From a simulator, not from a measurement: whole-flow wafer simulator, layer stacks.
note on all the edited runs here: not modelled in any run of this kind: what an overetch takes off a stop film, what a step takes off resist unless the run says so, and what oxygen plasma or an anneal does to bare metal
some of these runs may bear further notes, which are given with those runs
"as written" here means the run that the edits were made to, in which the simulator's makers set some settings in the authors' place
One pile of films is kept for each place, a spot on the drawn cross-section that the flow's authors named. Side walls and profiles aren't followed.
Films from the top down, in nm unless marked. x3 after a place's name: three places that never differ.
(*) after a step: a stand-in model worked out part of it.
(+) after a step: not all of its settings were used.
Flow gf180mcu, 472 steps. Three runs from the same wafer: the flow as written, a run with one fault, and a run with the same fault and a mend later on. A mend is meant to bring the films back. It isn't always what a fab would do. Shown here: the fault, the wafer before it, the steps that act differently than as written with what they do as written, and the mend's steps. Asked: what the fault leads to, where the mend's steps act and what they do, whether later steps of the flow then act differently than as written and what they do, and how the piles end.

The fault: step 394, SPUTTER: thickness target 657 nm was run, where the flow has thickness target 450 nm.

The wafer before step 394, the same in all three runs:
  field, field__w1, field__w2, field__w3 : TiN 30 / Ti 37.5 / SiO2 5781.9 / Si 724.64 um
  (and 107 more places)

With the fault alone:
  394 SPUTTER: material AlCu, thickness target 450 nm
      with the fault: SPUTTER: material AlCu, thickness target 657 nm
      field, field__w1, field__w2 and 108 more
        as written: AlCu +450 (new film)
        with the fault: AlCu +657 (new film)
  Later steps of the flow that act differently than as written (1 more step differs only slightly, by at most 2% or 0.5 nm, whichever is larger, and isn't shown):
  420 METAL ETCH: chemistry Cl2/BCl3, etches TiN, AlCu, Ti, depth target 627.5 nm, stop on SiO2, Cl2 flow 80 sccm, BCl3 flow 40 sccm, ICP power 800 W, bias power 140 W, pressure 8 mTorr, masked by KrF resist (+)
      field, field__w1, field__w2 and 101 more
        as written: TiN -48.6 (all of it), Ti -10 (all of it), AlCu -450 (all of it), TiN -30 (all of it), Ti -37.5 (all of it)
        with the fault: TiN -48.6 (all of it), Ti -10 (all of it), AlCu -568.9
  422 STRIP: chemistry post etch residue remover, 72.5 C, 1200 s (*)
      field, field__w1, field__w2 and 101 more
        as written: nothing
        with the fault: AlCu -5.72
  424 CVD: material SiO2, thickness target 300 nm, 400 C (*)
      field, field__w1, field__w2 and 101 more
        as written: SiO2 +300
        with the fault: SiO2 +300 (new film)
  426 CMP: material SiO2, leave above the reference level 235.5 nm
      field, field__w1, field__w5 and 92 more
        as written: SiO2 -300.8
        with the fault: SiO2 -243.7
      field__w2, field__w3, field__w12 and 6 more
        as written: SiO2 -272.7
        with the fault: SiO2 -212.9
  At the end the piles differ from the flow's by more than 2% or 0.5 nm, whichever is larger, at field, field__w1, field__w2 and 109 more.
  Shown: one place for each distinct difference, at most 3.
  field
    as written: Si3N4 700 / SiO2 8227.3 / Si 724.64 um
    with the fault: Si3N4 700 / SiO2 2502.5 / AlCu 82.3 / TiN 30 / Ti 37.5 / SiO2 5781.9 / Si 724.64 um
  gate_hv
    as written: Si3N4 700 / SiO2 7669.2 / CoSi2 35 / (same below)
    with the fault: Si3N4 700 / SiO2 2502.5 / AlCu 82.3 / TiN 30 / Ti 37.5 / SiO2 5223.8 / CoSi2 35 / (same below)
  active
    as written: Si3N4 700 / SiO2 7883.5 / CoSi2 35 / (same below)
    with the fault: Si3N4 700 / SiO2 2502.5 / AlCu 82.3 / TiN 30 / Ti 37.5 / SiO2 5438.1 / CoSi2 35 / (same below)

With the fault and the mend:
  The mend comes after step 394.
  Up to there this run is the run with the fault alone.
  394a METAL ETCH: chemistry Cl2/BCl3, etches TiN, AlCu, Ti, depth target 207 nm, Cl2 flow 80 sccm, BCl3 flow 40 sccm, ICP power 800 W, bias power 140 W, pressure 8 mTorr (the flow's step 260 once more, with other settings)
      field, field__w1, field__w2 and 108 more
        AlCu -207
  No later step of the flow acts differently than as written at any place that is followed.
  At the end the piles are the same as the flow's at every place that both follow.
